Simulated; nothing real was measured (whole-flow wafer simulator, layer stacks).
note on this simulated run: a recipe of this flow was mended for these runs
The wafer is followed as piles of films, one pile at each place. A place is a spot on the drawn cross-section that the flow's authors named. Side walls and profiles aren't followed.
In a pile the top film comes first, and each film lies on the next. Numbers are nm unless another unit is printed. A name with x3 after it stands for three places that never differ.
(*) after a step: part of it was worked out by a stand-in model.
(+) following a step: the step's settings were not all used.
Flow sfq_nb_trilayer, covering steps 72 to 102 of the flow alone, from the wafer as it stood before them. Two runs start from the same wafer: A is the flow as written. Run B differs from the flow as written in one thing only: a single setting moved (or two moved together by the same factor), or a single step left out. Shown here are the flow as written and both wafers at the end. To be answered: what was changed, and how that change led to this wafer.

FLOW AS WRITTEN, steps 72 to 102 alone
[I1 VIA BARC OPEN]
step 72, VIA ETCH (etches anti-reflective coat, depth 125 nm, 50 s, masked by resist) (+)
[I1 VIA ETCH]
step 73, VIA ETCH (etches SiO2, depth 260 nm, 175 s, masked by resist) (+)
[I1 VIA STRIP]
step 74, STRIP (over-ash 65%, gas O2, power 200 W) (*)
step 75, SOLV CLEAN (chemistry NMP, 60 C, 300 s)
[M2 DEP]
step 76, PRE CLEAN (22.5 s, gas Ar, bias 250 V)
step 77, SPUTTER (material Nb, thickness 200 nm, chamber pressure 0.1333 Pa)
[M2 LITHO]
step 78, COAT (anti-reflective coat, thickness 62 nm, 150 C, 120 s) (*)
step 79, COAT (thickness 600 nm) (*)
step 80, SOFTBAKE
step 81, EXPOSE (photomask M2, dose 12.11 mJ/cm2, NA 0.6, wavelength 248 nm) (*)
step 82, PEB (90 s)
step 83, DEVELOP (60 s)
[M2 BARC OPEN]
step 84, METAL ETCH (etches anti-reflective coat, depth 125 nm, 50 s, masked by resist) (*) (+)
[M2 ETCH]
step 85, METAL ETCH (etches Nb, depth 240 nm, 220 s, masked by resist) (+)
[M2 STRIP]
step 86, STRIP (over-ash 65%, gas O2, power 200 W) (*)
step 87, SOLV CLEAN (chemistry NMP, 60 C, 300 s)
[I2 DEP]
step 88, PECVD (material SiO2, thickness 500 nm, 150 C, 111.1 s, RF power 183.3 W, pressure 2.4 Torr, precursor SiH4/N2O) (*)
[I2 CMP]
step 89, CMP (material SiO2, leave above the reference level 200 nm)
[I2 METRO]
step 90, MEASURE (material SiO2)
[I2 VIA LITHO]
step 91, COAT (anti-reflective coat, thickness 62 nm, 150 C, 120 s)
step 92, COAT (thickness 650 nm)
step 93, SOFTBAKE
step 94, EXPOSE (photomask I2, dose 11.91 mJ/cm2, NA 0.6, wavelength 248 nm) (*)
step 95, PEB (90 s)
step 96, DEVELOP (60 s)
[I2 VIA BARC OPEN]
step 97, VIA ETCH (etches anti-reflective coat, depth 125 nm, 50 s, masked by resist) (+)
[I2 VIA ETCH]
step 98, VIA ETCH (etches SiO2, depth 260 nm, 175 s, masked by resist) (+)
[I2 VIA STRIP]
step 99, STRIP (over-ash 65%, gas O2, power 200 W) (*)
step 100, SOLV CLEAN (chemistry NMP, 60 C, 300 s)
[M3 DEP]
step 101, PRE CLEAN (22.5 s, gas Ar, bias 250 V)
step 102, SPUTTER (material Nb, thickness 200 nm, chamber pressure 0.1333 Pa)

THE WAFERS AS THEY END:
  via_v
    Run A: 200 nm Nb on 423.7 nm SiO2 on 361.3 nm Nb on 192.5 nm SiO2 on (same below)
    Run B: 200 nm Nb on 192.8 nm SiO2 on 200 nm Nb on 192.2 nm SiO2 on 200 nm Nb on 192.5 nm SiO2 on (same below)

What caused this: step 73, VIA ETCH: etches SiO2, depth 260 nm, 175 s, masked by resist (+), was skipped.

Step by step, how the change led to this:
  step 74, STRIP (over-ash 65%, gas O2, power 200 W) (*)
      field_l, v_sur, via_wl and 102 more: A -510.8 KrF-resist-other-grade (all of it), -62 anti-reflective coat (all of it) | B -555.7 KrF-resist-other-grade (all of it), -62 anti-reflective coat (all of it)
  step 76, PRE CLEAN (22.5 s, gas Ar, bias 250 V)
      via_v: A -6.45 Nb | B -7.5 SiO2
  step 77, SPUTTER (material Nb, thickness 200 nm, chamber pressure 0.1333 Pa)
      via_v: A +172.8 Nb | B +200 Nb (new film)
  step 78, COAT (anti-reflective coat, thickness 62 nm, 150 C, 120 s) (*)
      v_sur: A +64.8 anti-reflective coat (new film) | B +62 anti-reflective coat (new film)
      via_wl: A +67.7 anti-reflective coat (new film) | B +62 anti-reflective coat (new film)
      (as well as at 8 more places)
  step 79, COAT (thickness 600 nm) (*)
      via_w: A +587 KrF-resist-other-grade (new film) | B +600 KrF-resist-other-grade (new film)
      via_wr: A +584.2 KrF-resist-other-grade (new film) | B +600 KrF-resist-other-grade (new film)
      (as well as at 2 more places)
  step 83, DEVELOP (60 s)
      be: A -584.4 KrF-resist-other-grade (all of it) | B -598.7 KrF-resist-other-grade (all of it)
  step 84, METAL ETCH (etches anti-reflective coat, depth 125 nm, 50 s, masked by resist) (*) (+)
      be: A -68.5 anti-reflective coat (all of it) | B -62 anti-reflective coat (all of it)
      be_sur: A -70.4 anti-reflective coat (all of it) | B -62 anti-reflective coat (all of it)
      (as well as at 1 more place)
  step 86, STRIP (over-ash 65%, gas O2, power 200 W) (*)
      v_sur: A -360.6 KrF-resist-other-grade (all of it), -64.8 anti-reflective coat (all of it) | B -364.6 KrF-resist-other-grade (all of it), -62 anti-reflective coat (all of it)
      via_wl: A -357.4 KrF-resist-other-grade (all of it), -67.7 anti-reflective coat (all of it) | B -364.6 KrF-resist-other-grade (all of it), -62 anti-reflective coat (all of it)
      (as well as at 5 more places)
  step 88, PECVD (material SiO2, thickness 500 nm, 150 C, 111.1 s, RF power 183.3 W, pressure 2.4 Torr, precursor SiH4/N2O) (*)
      via_v: A +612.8 SiO2 (new film) | B +500 SiO2 (new film)
  step 89, CMP (material SiO2, leave above the reference level 200 nm)
      via_v: A -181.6 SiO2 | B -299.7 SiO2
If metal films that touch count as one body, via_v has 4 bodies (between them, from the top down: SiO2 192.8; SiO2 192.2; SiO2 192.5); the flow as written gives 3 bodies (between them, from the top down: SiO2 423.7; SiO2 192.5).
